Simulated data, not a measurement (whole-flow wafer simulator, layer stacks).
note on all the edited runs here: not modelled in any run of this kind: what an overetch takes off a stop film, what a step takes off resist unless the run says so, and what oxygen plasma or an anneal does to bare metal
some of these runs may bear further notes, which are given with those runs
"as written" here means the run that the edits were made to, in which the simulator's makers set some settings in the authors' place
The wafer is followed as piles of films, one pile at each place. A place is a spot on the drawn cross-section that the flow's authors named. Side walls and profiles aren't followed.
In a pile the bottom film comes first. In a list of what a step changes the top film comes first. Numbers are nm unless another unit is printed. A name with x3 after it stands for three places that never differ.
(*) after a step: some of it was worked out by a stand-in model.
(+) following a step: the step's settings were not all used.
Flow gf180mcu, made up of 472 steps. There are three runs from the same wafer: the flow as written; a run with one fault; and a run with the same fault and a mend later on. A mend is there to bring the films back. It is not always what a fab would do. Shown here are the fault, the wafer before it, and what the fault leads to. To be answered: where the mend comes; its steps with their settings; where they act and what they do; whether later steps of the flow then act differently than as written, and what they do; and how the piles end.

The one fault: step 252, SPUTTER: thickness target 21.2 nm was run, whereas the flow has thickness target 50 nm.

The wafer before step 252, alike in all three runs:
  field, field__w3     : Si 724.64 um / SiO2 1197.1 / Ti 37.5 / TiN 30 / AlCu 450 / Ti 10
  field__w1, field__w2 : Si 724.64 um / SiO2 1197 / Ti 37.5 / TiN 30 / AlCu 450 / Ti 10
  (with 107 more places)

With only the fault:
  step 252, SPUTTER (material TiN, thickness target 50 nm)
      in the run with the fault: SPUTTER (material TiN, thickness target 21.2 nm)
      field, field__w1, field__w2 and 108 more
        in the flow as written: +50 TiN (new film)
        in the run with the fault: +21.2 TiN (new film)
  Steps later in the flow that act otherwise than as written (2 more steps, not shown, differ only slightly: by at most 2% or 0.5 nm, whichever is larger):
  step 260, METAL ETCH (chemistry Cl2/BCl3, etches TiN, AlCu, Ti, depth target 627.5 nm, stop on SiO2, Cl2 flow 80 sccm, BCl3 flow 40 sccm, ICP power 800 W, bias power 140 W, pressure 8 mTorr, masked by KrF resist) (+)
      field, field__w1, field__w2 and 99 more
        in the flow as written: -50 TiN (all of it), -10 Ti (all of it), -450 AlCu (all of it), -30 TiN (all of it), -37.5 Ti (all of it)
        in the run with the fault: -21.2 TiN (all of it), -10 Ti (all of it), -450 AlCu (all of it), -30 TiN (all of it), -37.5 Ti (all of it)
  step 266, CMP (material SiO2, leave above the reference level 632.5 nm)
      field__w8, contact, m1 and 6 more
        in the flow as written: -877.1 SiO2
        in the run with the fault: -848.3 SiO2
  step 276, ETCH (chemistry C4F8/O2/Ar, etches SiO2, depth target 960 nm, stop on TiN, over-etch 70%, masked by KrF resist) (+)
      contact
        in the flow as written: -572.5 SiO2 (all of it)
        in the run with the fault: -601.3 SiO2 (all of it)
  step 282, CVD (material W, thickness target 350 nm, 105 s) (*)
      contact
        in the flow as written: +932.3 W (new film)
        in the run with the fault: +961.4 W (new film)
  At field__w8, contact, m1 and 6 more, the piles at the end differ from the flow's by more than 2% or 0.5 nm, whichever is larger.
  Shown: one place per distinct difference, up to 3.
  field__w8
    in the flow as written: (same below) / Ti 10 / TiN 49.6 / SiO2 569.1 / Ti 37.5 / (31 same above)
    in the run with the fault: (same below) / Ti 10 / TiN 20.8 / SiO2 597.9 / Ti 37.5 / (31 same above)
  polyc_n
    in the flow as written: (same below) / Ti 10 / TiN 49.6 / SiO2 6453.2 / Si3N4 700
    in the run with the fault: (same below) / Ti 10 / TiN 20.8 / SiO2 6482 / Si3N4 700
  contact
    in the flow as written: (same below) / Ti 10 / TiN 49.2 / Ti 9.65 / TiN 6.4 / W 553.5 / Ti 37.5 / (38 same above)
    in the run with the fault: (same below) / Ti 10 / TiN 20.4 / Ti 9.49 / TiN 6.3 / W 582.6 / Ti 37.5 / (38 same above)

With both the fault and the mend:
  After step 259 comes the mend.
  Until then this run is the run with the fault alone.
  step 259a, STRIP (chemistry O2/N2, power 2160 W, pressure 1700 mTorr) (*)
      field__w8, contact, m1 and 6 more
        -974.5 KrF resist (all of it)
  step 259b, SPUTTER (material TiN, thickness target 28.8 nm) (the flow's step 252 again, with other settings)
      field, field__w1, field__w2 and 108 more
        +28.8 TiN
  step 259c, HMDS (120 C, 60 s) (the flow's step 254 again)
      alters no film at any place that is followed
  step 259d, COAT (KrF resist, thickness 1000 nm) (the flow's step 255 again)
      field, field__w1, field__w2 and 108 more
        +1000 KrF resist (new film)
  step 259e, SOFTBAKE (KrF resist) (the flow's step 256 again)
      alters no film at any place that is followed
  step 259f, EXPOSE (photomask Metal1) (the flow's step 257 again)
      alters no film at any place that is followed
  step 259g, PEB (KrF resist, 135 C, 90 s) (the flow's step 258 again)
      field, field__w1, field__w2 and 108 more
        -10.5 KrF resist
  step 259h, DEVELOP (thickness 1000 nm, 60 s) (the flow's step 259 again)
      field, field__w1, field__w2 and 99 more
        -989.5 KrF resist (all of it)
      field__w8, contact, m1 and 6 more
        -14.9 KrF resist
  Every later step of the flow that is run acts as written at every place that is followed.
  The piles end the same as the flow's at every place that both follow.
